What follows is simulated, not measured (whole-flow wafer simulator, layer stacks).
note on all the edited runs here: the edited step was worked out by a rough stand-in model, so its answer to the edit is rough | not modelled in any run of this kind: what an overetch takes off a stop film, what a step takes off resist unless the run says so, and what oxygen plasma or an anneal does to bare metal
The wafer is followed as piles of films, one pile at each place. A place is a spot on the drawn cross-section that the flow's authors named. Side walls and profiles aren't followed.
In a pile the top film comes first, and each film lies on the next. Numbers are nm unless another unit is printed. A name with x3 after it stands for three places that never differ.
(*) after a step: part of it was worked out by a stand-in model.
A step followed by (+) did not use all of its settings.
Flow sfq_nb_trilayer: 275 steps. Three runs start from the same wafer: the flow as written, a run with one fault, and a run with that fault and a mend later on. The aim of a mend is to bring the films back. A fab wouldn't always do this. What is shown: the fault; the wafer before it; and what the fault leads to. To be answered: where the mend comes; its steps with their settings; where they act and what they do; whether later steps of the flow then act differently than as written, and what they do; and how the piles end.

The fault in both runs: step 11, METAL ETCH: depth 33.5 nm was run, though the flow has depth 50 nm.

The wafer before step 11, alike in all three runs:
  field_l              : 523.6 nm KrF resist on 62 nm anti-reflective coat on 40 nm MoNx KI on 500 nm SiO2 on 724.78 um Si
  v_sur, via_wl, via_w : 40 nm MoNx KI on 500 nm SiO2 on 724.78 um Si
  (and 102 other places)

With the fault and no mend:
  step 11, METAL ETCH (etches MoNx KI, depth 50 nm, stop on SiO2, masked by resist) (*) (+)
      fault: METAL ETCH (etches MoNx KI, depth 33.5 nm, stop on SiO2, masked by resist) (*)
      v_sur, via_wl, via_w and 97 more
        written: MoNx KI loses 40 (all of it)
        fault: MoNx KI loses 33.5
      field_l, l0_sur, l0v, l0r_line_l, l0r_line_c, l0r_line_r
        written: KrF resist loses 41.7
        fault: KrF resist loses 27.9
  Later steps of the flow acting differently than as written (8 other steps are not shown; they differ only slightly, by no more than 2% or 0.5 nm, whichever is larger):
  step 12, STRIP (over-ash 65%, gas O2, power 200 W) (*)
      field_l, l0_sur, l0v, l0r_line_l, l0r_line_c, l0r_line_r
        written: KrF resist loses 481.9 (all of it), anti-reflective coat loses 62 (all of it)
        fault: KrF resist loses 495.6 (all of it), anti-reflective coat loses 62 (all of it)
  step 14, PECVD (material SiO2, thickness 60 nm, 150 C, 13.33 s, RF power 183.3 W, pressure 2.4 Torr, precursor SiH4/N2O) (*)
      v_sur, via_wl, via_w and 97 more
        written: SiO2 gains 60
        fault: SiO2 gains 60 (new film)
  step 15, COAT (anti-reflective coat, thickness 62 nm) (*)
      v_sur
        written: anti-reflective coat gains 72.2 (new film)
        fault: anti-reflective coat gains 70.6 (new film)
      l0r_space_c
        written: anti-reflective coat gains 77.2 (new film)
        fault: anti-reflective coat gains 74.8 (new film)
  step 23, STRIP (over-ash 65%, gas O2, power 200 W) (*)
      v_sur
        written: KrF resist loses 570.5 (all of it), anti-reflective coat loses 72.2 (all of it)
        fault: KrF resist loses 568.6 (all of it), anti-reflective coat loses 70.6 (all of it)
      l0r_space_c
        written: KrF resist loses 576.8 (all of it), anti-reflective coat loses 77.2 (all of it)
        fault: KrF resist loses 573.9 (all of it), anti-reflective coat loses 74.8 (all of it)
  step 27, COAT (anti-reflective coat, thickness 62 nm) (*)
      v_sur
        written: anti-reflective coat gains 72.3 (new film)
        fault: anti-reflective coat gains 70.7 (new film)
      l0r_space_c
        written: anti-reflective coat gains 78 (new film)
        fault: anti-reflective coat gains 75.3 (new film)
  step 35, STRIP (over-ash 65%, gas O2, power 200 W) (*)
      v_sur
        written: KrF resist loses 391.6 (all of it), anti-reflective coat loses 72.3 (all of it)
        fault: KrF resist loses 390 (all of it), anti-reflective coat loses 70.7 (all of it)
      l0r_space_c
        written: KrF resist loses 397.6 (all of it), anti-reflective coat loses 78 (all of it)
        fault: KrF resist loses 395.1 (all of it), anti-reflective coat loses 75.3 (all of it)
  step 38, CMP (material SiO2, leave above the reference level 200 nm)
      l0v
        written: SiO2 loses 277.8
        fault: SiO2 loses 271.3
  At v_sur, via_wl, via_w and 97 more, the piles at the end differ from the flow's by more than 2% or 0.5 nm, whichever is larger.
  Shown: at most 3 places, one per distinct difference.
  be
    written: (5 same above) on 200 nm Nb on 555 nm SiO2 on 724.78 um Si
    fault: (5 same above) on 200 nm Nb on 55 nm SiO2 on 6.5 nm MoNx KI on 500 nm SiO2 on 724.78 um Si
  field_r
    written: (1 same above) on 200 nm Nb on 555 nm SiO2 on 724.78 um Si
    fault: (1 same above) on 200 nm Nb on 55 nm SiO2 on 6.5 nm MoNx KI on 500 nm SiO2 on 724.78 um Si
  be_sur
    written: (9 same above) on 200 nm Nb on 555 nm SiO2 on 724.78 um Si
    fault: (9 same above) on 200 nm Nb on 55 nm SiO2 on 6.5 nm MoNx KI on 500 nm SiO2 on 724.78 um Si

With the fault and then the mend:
  The mend stands after step 11.
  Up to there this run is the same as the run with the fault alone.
  step 11a, METAL ETCH (etches MoNx KI, depth 16.5 nm, stop on SiO2, masked by resist) (+) (a further turn of the flow's step 11, with different settings)
      v_sur, via_wl, via_w and 97 more
        MoNx KI loses 6.5 (all of it)
      field_l, l0_sur, l0v, l0r_line_l, l0r_line_c, l0r_line_r
        KrF resist loses 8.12
  Every later step of the flow that is run acts as written, at every place that is followed, to within 2% or 0.5 nm, whichever is larger.
  The piles end the same as the flow's at every place that both follow.
